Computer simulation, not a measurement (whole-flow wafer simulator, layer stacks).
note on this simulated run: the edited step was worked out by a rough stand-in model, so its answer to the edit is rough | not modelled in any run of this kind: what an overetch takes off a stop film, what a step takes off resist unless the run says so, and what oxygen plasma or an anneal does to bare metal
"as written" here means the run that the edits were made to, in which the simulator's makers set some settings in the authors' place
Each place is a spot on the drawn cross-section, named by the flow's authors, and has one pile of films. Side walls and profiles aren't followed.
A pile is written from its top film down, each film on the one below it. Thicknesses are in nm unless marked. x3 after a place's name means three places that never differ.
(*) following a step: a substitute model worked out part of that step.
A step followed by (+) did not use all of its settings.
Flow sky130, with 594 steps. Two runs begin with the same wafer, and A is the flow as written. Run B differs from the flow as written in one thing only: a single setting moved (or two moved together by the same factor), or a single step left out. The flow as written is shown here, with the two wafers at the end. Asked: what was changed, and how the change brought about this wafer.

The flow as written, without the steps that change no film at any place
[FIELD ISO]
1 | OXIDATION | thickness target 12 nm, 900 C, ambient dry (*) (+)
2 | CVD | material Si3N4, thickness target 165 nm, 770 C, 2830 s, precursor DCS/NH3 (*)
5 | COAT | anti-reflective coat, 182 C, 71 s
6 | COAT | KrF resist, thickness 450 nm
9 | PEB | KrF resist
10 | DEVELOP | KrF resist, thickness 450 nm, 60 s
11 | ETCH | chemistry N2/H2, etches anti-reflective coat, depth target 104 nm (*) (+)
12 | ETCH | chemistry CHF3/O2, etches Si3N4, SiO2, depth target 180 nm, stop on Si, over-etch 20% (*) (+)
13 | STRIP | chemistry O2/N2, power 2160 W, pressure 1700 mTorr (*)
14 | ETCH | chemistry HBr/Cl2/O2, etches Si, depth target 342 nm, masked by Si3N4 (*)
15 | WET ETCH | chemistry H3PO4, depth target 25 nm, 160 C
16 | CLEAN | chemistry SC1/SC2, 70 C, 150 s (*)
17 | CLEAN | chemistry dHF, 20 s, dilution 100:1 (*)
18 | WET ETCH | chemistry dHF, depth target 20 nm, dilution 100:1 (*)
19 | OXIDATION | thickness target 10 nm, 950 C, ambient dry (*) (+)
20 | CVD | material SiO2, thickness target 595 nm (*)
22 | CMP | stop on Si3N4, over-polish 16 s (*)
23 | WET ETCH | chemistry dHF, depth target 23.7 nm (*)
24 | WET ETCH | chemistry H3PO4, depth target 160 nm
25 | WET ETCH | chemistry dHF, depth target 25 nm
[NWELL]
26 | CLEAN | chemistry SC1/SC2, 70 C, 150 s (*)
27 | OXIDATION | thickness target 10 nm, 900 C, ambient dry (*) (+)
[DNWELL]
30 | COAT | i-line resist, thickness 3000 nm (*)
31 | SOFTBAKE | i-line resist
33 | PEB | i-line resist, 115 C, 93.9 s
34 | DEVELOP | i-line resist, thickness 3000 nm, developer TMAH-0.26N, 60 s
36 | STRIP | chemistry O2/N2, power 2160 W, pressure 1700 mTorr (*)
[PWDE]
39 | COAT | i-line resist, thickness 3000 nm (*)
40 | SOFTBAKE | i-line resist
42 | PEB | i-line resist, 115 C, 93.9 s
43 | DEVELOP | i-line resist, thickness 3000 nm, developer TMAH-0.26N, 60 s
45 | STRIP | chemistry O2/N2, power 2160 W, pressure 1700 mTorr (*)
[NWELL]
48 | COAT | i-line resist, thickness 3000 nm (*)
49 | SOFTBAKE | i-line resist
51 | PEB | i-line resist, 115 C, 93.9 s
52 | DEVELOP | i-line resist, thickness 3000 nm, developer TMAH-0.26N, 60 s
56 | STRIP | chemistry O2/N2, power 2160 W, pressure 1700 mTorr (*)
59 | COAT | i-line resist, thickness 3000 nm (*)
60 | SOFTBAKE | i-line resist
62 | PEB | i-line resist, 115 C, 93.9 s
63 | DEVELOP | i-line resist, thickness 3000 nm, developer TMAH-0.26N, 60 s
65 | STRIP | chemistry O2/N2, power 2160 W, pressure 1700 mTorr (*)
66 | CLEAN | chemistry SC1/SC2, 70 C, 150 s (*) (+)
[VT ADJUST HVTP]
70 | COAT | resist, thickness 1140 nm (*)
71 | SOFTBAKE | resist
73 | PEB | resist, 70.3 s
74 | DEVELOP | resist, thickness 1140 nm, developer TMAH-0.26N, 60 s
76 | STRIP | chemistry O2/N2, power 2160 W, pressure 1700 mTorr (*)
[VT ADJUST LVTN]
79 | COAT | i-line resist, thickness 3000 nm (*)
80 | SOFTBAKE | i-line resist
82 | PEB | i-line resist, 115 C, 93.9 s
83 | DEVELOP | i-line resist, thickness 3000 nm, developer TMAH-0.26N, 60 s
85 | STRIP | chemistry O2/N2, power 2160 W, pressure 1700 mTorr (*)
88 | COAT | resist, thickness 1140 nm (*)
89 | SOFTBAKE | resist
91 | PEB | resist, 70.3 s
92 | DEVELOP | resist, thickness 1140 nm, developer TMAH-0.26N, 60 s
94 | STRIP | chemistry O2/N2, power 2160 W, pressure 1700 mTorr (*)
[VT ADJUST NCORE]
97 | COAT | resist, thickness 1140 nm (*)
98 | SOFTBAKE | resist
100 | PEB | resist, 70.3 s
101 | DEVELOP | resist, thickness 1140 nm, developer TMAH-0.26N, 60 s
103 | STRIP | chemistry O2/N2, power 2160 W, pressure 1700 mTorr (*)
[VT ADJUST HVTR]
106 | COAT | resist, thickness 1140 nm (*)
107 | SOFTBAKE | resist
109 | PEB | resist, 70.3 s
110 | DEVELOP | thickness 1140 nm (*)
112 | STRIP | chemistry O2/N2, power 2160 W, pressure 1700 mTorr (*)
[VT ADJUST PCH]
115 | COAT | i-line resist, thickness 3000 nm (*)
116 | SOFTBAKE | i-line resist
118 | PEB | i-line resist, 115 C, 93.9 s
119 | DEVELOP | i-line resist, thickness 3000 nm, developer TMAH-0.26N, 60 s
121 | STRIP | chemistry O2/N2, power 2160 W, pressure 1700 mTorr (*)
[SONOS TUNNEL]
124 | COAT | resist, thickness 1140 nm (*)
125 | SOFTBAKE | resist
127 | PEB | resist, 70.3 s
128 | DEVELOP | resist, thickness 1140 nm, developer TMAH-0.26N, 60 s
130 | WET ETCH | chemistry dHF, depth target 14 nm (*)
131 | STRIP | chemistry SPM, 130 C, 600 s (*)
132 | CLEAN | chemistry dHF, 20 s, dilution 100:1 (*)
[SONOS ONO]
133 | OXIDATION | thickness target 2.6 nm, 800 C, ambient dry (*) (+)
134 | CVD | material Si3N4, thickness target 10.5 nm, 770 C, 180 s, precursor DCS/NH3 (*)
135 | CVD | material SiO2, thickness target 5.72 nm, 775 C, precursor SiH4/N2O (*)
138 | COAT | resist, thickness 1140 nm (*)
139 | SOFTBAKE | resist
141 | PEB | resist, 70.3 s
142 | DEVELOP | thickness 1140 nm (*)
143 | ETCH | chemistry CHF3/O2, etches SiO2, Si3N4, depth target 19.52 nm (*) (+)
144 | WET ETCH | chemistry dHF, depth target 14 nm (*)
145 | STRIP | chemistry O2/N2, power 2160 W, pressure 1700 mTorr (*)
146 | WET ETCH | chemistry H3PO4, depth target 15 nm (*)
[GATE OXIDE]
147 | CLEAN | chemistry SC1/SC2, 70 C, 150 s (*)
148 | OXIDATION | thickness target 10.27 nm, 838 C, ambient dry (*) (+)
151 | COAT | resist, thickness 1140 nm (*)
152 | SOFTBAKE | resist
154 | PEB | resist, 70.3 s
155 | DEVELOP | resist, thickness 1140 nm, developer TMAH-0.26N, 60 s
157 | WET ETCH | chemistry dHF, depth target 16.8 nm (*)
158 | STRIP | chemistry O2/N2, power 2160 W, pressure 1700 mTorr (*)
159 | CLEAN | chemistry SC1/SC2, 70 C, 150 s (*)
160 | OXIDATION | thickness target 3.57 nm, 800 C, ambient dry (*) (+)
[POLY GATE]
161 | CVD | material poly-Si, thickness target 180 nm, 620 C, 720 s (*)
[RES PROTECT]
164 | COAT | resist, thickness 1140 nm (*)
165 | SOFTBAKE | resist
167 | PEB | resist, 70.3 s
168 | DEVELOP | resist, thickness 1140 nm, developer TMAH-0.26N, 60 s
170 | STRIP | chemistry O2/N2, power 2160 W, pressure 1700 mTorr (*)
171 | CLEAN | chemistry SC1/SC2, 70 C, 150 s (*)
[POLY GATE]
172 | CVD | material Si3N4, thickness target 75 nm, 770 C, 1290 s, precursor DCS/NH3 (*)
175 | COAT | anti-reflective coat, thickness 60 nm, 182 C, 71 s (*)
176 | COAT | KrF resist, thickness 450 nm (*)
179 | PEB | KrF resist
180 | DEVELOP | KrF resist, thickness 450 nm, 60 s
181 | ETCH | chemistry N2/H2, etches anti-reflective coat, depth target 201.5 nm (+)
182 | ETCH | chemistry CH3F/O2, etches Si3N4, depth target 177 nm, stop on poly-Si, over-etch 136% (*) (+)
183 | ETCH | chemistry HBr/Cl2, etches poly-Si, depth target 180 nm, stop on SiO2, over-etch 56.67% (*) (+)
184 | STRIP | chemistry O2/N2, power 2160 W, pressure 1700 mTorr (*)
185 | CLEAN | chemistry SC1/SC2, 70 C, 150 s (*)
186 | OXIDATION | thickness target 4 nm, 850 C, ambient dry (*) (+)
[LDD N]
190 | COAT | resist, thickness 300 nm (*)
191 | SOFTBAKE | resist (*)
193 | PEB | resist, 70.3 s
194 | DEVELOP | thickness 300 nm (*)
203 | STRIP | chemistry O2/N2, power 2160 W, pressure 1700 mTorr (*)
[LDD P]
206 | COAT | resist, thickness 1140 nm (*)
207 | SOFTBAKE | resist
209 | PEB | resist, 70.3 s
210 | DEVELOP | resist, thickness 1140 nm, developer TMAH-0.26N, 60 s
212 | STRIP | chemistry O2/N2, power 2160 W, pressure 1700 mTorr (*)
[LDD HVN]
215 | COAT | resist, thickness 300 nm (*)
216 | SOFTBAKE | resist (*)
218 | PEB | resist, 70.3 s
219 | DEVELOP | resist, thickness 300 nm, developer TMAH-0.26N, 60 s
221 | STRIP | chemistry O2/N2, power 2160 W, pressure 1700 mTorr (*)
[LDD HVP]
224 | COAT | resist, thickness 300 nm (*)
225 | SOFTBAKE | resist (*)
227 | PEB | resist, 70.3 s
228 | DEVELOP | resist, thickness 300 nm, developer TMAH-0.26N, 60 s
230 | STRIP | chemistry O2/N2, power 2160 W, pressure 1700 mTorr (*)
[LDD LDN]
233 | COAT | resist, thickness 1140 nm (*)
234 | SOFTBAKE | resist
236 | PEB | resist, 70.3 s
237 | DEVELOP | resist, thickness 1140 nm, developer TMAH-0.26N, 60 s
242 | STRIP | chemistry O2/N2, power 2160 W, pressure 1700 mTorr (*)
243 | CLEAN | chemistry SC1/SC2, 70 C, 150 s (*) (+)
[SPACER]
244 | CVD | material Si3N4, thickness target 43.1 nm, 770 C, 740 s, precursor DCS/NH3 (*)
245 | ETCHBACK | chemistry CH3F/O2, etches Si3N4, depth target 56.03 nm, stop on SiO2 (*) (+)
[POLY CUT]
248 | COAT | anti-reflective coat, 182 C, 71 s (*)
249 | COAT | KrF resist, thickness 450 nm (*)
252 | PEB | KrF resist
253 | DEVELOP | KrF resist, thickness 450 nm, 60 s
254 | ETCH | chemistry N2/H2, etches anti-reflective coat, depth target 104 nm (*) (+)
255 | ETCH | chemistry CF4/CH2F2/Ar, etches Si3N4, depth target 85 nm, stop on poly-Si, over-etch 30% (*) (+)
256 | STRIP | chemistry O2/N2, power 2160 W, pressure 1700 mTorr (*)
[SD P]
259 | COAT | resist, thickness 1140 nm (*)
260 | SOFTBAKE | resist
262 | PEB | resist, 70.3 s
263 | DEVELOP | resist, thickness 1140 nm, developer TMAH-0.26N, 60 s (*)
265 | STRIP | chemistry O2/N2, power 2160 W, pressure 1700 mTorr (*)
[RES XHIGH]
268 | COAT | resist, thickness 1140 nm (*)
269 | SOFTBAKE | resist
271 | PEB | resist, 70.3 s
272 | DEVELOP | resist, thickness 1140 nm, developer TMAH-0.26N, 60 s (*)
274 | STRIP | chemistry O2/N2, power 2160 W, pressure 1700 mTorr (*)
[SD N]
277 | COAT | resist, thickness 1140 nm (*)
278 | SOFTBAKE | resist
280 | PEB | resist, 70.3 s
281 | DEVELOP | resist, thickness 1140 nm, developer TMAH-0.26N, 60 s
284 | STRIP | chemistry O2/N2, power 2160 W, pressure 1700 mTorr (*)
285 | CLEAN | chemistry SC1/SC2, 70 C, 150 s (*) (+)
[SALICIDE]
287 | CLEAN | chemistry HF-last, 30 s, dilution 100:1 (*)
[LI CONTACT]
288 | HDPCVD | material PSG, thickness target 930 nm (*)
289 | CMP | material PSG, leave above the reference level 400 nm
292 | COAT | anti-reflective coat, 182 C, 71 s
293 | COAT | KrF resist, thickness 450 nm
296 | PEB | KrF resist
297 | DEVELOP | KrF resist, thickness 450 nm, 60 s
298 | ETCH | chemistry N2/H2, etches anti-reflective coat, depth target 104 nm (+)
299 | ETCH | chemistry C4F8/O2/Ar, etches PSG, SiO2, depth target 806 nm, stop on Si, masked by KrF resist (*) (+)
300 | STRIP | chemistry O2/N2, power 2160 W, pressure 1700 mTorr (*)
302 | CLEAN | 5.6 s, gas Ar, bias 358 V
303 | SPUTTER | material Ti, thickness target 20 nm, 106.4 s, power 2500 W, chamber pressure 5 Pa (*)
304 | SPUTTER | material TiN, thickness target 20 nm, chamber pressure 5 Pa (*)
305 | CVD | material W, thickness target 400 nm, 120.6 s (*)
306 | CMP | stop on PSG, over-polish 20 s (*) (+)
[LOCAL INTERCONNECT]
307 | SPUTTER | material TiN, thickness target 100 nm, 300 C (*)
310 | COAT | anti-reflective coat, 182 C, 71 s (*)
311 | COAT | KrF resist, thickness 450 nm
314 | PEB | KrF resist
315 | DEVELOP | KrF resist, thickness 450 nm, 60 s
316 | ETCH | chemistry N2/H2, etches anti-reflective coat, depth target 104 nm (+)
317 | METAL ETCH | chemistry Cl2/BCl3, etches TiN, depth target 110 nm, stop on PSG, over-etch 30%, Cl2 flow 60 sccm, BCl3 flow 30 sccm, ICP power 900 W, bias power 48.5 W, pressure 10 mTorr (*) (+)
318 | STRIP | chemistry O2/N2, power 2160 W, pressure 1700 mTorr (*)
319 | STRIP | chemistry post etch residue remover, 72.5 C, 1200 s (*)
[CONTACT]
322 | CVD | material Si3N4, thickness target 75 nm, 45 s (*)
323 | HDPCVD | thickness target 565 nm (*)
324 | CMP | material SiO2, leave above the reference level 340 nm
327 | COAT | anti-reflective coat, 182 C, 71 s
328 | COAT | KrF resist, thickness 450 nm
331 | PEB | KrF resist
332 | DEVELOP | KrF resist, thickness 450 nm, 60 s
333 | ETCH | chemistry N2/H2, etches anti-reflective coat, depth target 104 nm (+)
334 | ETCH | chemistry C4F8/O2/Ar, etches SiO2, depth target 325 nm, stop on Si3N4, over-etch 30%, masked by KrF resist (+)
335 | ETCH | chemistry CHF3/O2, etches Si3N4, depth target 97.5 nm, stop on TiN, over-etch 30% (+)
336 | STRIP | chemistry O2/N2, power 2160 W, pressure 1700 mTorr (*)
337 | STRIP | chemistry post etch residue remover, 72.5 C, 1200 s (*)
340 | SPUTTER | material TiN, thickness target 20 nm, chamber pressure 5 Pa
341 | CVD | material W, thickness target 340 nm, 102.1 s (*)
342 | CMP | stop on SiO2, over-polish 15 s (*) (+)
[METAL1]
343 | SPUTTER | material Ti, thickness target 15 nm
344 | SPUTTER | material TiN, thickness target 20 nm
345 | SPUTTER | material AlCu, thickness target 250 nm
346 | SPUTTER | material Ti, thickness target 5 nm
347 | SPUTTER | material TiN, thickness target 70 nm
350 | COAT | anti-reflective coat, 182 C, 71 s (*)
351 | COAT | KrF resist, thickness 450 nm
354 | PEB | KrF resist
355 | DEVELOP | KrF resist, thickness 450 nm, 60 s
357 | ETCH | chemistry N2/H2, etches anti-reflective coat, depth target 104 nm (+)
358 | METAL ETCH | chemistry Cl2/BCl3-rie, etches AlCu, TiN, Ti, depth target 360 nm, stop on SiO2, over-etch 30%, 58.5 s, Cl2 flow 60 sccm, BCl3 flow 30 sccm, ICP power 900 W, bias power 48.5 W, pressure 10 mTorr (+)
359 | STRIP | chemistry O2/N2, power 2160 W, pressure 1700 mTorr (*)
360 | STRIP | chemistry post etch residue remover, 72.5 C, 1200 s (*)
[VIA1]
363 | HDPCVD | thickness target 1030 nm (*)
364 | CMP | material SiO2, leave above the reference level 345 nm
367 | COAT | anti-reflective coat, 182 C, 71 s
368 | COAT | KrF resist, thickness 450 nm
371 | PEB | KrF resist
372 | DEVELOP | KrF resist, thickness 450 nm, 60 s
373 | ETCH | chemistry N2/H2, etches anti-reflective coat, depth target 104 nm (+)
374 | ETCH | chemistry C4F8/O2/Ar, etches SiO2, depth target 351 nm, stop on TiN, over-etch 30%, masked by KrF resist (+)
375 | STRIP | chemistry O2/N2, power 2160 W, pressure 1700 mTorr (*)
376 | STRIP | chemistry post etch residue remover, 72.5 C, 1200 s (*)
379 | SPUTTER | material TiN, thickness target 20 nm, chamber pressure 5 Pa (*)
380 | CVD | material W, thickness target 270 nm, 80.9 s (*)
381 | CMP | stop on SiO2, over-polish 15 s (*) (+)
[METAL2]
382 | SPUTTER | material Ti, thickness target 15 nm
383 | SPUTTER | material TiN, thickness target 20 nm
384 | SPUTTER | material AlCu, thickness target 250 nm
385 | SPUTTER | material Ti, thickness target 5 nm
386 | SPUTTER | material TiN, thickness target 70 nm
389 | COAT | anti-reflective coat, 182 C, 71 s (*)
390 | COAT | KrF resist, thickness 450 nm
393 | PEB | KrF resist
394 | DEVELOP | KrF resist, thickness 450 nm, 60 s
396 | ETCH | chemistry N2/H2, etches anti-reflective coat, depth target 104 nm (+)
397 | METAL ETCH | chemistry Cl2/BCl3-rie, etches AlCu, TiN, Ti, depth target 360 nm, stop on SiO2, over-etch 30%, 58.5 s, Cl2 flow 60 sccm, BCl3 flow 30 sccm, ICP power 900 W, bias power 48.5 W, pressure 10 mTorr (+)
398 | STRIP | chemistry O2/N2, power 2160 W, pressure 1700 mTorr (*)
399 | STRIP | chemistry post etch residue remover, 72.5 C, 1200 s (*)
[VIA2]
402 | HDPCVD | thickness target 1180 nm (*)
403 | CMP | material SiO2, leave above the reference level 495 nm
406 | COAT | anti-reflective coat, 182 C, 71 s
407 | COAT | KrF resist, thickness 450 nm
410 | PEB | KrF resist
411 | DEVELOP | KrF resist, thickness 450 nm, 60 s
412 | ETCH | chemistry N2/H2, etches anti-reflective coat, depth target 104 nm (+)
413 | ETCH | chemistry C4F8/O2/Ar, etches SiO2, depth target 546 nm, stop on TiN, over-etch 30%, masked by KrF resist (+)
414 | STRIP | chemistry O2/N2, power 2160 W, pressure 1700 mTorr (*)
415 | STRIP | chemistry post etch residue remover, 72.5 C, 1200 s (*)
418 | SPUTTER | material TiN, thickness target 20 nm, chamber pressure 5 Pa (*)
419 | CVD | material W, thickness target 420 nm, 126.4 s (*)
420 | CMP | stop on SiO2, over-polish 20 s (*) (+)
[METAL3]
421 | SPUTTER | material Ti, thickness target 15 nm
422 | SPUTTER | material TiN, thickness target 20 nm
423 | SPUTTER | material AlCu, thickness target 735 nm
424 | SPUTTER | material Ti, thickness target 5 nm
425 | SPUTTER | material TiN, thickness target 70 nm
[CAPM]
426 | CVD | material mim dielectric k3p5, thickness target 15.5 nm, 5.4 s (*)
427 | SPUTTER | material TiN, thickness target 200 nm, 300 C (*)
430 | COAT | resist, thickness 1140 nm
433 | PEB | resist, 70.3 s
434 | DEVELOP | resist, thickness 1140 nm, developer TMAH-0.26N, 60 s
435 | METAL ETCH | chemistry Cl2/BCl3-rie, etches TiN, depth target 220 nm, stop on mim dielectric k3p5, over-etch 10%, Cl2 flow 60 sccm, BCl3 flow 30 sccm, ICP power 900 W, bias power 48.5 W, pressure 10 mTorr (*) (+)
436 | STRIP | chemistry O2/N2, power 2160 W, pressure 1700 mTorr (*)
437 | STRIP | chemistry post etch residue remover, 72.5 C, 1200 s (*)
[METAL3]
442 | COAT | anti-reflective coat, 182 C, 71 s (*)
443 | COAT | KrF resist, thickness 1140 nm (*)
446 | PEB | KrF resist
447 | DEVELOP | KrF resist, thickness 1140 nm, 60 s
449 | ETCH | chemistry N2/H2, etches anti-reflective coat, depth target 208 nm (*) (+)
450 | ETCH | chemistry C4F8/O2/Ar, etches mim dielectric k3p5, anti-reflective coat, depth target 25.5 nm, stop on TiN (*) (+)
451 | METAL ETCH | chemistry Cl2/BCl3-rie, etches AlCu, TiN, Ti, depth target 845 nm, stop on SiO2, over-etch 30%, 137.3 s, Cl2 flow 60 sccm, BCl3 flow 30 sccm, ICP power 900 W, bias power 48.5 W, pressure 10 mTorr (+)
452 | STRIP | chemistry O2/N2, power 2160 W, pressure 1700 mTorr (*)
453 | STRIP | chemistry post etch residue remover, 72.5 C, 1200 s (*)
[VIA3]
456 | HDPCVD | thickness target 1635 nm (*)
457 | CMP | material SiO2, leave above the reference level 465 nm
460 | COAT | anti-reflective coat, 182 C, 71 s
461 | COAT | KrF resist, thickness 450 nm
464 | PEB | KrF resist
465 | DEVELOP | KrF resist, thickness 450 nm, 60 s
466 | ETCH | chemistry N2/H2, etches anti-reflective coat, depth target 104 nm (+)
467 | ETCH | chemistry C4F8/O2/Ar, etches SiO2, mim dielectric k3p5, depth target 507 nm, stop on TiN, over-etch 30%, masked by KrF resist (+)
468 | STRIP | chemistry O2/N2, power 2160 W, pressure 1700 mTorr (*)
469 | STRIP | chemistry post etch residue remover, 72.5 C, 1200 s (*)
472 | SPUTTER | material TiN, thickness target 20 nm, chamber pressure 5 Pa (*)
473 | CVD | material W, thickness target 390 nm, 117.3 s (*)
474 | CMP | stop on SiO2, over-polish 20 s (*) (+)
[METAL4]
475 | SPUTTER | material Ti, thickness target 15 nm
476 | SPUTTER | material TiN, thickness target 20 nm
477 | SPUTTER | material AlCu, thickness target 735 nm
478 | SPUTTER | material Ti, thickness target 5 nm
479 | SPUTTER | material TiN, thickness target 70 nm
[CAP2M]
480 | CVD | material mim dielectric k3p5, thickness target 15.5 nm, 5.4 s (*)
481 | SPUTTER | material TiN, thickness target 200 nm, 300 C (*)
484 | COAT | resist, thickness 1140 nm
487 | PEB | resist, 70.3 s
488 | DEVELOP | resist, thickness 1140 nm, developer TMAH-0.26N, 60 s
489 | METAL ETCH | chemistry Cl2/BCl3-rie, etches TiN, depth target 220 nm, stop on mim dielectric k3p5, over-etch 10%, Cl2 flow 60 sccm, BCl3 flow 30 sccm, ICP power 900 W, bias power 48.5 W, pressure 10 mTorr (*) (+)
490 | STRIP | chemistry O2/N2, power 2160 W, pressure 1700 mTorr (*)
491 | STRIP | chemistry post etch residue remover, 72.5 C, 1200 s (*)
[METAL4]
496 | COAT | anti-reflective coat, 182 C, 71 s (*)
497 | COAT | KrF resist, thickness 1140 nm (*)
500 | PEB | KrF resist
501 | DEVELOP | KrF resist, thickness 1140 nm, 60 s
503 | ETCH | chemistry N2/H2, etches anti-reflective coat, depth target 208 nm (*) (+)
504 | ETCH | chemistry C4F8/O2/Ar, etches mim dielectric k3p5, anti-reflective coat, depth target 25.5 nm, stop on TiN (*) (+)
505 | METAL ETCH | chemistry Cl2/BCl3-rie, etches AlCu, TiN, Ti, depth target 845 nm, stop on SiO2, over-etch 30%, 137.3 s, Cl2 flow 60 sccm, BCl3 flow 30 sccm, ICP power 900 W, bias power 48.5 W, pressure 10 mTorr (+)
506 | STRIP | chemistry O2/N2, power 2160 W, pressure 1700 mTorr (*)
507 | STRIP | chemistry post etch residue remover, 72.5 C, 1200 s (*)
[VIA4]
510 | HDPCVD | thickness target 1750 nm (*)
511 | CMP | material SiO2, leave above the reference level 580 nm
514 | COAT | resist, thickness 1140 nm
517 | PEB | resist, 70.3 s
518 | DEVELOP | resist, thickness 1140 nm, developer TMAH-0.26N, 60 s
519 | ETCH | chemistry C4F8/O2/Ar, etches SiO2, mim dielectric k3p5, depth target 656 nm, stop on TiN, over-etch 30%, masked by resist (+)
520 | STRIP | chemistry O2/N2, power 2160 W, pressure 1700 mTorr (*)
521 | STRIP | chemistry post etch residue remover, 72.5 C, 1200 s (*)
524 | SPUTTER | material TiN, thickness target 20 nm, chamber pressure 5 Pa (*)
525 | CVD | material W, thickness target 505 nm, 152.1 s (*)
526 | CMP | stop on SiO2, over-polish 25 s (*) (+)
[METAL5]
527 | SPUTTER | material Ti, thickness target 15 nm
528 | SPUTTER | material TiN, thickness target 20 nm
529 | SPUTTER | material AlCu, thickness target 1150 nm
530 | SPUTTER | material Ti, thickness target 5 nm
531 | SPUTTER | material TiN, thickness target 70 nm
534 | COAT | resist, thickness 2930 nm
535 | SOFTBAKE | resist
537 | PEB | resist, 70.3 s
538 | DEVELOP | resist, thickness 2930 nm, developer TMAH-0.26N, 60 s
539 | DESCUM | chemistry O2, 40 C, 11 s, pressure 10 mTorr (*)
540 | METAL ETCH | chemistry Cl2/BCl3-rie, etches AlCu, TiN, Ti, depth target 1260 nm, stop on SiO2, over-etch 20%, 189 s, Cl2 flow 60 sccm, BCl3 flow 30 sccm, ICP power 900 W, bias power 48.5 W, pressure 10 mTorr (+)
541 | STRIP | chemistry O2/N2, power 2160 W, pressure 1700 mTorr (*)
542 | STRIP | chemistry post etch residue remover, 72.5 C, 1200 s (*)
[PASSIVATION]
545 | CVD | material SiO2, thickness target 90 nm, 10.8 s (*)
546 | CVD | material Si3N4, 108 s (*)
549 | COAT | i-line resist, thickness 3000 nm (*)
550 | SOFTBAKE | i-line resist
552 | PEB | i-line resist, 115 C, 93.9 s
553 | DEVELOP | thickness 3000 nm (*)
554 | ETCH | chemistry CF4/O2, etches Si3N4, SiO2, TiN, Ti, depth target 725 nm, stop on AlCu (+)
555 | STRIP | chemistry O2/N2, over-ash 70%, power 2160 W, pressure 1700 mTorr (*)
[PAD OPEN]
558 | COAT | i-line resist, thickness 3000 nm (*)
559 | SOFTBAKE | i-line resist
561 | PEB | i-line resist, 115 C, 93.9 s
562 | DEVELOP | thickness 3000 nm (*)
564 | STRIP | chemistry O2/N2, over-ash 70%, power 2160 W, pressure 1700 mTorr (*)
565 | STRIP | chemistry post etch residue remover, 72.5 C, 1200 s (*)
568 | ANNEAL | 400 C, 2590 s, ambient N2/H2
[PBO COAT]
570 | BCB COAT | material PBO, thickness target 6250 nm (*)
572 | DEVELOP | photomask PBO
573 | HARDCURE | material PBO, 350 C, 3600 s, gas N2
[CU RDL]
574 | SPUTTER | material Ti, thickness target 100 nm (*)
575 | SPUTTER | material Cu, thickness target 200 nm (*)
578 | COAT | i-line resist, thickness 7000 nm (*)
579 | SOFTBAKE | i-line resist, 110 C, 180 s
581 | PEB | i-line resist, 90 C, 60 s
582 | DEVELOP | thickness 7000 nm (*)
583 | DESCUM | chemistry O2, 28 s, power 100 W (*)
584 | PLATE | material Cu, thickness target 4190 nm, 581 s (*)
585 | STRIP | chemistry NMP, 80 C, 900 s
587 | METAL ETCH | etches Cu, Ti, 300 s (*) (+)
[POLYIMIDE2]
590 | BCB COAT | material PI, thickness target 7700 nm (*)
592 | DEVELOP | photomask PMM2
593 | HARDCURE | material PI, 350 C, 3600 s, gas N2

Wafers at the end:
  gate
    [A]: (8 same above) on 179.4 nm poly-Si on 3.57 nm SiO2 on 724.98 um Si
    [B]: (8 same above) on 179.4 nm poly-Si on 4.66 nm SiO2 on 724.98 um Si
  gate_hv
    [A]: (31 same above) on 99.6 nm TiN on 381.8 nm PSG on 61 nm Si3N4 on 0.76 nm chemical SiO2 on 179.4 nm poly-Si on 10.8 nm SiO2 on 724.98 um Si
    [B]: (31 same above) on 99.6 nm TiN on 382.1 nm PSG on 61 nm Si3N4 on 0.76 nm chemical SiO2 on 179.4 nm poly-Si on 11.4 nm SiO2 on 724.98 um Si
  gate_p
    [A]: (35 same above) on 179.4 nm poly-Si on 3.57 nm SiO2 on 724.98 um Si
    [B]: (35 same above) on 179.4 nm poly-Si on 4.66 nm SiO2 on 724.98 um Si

What caused this: step 160, OXIDATION: 840 C was run, whereas the flow has 800 C.

How this came from the change, step by step:
  160 | OXIDATION | thickness target 3.57 nm, 800 C, ambient dry (*) (+)
      active, n_well, p_well and 58 more: A +3.57 SiO2 (new film), -0.76 chemical SiO2 (all of it), -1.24 Si | B +4.66 SiO2 (new film), -0.76 chemical SiO2 (all of it), -1.72 Si
      gate_hv, m1, pad and 37 more: A +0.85 SiO2, -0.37 Si | B +1.44 SiO2, -0.63 Si
  248 | COAT | anti-reflective coat, 182 C, 71 s (*)
      field: A +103 anti-reflective coat (new film) | B +106.2 anti-reflective coat (new film)
      poly_endcap_nw: A +11.4 anti-reflective coat (new film) | B +12 anti-reflective coat (new film)
  256 | STRIP | chemistry O2/N2, power 2160 W, pressure 1700 mTorr (*)
      field: A -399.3 KrF resist (all of it), -103 anti-reflective coat (all of it) | B -397.4 KrF resist (all of it), -106.2 anti-reflective coat (all of it)
      poly_endcap_nw: A -294.6 KrF resist (all of it), -11.4 anti-reflective coat (all of it) | B -294.7 KrF resist (all of it), -12 anti-reflective coat (all of it)
  299 | ETCH | chemistry C4F8/O2/Ar, etches PSG, SiO2, depth target 806 nm, stop on Si, masked by KrF resist (*) (+)
      contact, ndiff_licon, ndiff_licon_cpp: A -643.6 PSG (all of it), -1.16 SiO2 (all of it) | B -643.6 PSG (all of it), -2.1 SiO2 (all of it)
